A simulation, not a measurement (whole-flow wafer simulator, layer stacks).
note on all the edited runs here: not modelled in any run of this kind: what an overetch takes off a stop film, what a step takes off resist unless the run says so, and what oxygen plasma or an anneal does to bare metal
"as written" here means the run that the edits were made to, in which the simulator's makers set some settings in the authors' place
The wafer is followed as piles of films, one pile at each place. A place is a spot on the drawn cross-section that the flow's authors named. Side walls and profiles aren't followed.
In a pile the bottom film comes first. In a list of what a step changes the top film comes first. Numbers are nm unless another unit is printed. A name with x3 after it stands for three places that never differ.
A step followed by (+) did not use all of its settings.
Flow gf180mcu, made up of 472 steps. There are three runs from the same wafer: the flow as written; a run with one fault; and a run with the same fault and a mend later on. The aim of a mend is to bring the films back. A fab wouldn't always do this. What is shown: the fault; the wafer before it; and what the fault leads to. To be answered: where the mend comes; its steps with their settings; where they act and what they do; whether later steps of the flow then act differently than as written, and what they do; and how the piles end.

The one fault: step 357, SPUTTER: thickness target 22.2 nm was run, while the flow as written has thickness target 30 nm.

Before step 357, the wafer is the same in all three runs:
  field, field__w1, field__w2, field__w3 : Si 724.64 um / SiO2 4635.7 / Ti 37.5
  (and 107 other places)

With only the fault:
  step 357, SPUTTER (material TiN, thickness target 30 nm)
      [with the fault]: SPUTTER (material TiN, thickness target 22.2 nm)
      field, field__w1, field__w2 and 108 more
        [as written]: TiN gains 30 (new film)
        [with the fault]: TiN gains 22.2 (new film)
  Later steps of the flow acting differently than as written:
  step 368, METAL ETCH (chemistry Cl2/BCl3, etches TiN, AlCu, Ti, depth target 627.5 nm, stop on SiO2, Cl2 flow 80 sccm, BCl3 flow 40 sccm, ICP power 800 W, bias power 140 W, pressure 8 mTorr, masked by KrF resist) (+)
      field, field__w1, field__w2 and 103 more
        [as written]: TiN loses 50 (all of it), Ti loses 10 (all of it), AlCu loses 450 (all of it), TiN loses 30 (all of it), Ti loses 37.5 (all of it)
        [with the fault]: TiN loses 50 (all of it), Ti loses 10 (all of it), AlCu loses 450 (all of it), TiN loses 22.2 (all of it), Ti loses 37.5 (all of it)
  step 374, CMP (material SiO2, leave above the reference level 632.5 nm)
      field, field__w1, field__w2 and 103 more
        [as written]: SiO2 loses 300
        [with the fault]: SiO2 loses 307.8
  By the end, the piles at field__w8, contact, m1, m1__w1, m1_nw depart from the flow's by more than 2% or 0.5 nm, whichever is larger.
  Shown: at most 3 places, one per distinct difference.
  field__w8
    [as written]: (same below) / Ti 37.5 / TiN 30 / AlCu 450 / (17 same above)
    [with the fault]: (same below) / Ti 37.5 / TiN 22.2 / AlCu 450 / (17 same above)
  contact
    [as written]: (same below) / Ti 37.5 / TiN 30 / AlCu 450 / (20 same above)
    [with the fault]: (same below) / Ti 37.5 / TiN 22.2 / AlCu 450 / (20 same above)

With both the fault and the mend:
  After step 357 comes the mend.
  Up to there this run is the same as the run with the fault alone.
  step 357a, SPUTTER (material TiN, thickness target 7.8 nm) (the flow's step 357, run once more with other settings)
      field, field__w1, field__w2 and 108 more
        TiN gains 7.8
  None of the later steps of the flow acts differently than as written at any place that is followed.
  By the end, the piles equal the flow's at every place that both follow.
